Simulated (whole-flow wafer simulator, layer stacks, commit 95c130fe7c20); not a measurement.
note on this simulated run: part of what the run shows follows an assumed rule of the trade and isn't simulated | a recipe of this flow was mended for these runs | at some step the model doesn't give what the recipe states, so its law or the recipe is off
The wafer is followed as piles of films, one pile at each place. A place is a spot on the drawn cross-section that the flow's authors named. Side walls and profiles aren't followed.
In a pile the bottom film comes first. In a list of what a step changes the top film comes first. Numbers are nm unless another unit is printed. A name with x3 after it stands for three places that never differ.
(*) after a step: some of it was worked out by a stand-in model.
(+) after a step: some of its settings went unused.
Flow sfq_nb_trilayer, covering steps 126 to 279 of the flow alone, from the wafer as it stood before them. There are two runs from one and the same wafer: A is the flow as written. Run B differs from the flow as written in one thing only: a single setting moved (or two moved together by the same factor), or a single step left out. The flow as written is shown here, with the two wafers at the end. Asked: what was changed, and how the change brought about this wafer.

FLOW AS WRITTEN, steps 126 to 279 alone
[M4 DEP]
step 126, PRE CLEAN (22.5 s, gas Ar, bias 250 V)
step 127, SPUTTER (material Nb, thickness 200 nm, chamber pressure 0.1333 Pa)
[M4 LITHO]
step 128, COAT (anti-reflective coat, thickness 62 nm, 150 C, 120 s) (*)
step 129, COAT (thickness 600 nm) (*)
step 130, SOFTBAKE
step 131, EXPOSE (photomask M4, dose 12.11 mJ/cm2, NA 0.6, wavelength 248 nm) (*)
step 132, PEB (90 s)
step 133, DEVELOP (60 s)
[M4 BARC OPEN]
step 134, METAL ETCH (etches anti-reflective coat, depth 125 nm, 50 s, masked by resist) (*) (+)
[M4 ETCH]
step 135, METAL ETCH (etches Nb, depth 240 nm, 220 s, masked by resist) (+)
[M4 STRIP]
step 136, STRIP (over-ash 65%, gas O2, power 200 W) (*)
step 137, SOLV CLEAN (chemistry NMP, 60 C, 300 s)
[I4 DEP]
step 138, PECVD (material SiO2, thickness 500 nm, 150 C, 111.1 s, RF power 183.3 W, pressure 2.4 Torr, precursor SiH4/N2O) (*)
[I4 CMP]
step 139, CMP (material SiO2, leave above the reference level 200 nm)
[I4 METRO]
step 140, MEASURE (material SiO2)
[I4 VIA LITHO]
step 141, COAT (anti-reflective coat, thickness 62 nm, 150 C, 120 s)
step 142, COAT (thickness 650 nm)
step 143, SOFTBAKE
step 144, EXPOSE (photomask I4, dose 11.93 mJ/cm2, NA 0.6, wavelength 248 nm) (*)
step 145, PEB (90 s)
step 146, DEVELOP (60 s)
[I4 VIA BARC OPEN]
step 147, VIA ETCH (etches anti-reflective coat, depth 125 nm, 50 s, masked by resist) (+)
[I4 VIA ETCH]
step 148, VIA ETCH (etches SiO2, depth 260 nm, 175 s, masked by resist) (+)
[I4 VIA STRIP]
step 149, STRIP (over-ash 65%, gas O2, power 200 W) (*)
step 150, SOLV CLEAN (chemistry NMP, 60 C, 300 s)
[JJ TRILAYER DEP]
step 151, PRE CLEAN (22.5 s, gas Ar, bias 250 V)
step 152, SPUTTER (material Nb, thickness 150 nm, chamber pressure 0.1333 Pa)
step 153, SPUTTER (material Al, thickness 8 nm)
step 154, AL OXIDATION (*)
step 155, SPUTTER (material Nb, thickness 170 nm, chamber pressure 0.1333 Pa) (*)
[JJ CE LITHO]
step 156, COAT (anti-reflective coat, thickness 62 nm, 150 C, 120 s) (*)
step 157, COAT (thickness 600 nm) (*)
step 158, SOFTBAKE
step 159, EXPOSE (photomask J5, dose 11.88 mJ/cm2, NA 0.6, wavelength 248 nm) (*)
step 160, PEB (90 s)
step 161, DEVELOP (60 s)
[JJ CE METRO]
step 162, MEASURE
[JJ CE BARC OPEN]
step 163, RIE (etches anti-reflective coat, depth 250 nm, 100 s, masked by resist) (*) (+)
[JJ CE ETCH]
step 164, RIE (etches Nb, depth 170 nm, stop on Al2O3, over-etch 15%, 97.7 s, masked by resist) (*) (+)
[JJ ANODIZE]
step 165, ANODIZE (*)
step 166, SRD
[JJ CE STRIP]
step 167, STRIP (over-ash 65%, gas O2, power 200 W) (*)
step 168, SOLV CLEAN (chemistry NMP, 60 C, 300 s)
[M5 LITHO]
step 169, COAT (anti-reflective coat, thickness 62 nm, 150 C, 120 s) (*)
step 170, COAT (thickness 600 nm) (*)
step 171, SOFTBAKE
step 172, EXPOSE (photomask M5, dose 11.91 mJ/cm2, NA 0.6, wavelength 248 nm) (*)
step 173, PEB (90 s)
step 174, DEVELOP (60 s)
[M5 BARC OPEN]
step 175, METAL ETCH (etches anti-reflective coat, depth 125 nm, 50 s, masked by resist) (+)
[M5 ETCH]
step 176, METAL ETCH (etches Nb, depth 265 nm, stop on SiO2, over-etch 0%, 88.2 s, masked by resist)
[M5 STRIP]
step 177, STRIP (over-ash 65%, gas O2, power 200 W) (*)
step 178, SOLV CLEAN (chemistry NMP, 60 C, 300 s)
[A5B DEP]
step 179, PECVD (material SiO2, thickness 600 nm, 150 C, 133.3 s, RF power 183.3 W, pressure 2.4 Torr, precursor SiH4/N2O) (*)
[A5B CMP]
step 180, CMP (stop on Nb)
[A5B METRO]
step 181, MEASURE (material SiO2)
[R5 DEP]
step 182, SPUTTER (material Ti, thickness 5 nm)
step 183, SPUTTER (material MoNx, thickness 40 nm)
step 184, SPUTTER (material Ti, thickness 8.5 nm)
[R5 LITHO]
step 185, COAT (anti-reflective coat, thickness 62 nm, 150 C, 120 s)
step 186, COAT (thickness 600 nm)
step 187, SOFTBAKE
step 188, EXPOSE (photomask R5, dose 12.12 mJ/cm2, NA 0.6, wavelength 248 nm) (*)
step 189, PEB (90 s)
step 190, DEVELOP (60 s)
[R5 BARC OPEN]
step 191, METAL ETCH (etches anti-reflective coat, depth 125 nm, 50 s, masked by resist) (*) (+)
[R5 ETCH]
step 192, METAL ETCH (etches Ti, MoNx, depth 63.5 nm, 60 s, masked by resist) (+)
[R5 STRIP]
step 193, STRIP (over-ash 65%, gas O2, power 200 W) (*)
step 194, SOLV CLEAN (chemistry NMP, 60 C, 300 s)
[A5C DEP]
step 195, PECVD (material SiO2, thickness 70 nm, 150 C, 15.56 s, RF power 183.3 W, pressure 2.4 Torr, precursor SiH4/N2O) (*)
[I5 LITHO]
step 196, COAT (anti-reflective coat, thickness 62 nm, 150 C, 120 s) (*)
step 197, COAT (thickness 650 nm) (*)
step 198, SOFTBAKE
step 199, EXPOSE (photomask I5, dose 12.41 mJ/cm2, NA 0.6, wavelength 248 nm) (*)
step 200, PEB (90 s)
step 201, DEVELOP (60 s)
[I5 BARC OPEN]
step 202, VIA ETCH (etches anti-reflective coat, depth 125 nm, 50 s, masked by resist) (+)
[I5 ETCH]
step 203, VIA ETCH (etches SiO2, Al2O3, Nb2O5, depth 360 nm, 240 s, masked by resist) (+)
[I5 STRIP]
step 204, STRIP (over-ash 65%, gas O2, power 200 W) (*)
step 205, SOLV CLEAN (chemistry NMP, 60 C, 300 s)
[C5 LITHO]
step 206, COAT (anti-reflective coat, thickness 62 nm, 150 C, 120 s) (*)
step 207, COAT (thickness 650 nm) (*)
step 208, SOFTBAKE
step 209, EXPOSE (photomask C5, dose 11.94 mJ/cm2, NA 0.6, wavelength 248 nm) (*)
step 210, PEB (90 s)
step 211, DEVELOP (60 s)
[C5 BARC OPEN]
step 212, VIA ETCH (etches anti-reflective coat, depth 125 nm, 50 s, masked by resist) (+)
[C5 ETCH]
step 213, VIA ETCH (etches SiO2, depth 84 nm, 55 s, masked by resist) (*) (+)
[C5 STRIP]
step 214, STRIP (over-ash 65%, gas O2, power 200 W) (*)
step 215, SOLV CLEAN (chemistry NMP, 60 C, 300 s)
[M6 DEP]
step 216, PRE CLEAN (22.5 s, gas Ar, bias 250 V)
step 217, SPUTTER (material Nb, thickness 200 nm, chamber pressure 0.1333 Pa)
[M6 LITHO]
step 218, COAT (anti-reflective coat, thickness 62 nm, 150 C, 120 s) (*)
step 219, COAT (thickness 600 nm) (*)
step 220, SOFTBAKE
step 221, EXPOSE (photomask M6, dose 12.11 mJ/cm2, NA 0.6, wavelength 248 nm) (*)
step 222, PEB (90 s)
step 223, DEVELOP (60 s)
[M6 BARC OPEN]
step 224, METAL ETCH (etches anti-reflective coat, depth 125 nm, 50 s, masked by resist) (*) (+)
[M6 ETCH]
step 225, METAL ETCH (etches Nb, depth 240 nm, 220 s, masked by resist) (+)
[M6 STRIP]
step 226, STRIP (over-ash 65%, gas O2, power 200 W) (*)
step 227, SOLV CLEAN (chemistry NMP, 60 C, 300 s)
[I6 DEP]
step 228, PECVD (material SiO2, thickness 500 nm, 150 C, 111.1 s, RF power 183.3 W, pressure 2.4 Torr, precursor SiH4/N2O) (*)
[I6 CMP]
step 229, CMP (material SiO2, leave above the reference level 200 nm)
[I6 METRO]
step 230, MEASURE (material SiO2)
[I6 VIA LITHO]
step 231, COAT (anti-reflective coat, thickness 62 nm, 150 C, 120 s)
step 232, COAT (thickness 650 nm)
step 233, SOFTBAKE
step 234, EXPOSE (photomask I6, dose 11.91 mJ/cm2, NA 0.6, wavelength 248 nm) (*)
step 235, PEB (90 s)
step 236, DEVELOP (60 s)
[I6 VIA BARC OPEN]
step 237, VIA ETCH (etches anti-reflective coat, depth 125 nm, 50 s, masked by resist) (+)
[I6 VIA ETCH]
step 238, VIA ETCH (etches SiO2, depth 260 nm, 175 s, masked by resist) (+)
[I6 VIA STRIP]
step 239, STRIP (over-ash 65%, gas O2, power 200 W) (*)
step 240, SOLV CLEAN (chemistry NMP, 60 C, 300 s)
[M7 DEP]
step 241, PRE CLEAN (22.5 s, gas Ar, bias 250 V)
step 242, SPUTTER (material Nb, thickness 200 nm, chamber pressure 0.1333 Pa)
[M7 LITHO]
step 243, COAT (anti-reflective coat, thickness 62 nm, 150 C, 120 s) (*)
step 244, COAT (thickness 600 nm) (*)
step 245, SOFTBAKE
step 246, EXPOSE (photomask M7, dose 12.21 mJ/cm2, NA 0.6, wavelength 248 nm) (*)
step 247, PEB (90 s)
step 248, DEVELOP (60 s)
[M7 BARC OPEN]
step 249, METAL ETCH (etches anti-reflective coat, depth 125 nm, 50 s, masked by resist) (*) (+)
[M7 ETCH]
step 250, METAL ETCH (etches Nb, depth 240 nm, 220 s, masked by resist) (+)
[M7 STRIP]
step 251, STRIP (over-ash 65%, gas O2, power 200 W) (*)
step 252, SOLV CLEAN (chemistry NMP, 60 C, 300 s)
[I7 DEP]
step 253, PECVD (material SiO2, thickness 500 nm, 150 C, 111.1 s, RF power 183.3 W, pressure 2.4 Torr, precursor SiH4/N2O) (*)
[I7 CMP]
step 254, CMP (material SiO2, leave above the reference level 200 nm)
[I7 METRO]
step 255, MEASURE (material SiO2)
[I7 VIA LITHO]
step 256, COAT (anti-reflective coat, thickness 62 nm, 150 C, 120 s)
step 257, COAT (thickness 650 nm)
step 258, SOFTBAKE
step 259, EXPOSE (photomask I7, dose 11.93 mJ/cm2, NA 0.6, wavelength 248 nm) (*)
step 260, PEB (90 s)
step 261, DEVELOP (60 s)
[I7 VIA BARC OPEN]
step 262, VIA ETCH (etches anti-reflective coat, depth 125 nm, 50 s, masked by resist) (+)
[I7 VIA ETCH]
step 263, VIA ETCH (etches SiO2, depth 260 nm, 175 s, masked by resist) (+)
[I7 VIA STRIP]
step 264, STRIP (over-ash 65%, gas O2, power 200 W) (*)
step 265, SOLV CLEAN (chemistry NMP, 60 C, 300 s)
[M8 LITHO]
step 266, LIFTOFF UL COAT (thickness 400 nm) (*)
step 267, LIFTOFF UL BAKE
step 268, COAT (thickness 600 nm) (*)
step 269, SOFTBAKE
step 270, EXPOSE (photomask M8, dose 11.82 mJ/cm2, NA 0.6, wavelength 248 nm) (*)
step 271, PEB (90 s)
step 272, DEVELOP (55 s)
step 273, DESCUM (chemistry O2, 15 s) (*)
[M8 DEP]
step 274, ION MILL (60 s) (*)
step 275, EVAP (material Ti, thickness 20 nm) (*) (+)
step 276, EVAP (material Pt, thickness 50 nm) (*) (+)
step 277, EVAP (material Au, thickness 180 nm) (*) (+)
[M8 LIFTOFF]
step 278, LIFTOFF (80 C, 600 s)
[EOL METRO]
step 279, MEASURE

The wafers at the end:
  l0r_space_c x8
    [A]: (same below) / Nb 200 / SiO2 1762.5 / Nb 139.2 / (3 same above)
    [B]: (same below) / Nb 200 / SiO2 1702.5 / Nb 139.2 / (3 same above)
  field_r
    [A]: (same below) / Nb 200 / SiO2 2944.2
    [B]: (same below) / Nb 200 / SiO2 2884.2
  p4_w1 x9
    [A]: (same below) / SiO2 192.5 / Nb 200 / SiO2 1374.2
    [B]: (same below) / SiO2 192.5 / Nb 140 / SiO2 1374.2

The reason: step 127, SPUTTER: thickness 140 nm was run, whereas the flow has thickness 200 nm.
One can read it off the wafer: p4_w1 x9 has Nb 140, and step 127 as written asks for 200 nm.

The path from the change to this, step by step:
  step 127, SPUTTER (material Nb, thickness 200 nm, chamber pressure 0.1333 Pa)
      field_l, v_sur, via_wl and 102 more: A +200 Nb (new film) | B +140 Nb (new film)
      via_v: A +164.5 Nb | B +114.9 Nb
  step 128, COAT (anti-reflective coat, thickness 62 nm, 150 C, 120 s) (*)
      via_v: A +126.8 anti-reflective coat (new film) | B +123.6 anti-reflective coat (new film)
  step 135, METAL ETCH (etches Nb, depth 240 nm, 220 s, masked by resist) (+)
      field_l, be, be_sur and 64 more: A -200 Nb (all of it), -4 SiO2 | B -140 Nb (all of it), -10 SiO2
  step 136, STRIP (over-ash 65%, gas O2, power 200 W) (*)
      via_v: A -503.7 KrF-resist-other-grade (all of it), -126.8 anti-reflective coat (all of it) | B -497.5 KrF-resist-other-grade (all of it), -123.6 anti-reflective coat (all of it)
  step 138, PECVD (material SiO2, thickness 500 nm, 150 C, 111.1 s, RF power 183.3 W, pressure 2.4 Torr, precursor SiH4/N2O) (*)
      p3_s0 x6: A +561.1 SiO2 | B +507.1 SiO2
      via_v: A +621.2 SiO2 (new film) | B +604.7 SiO2 (new film)
  step 139, CMP (material SiO2, leave above the reference level 200 nm)
      field_l, be, be_sur and 55 more: A -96 SiO2 | B -150 SiO2
      lsp_r, l0_sur, l0v: A -87.7 SiO2 | B -143.9 SiO2
      (and at 1 other place as well)
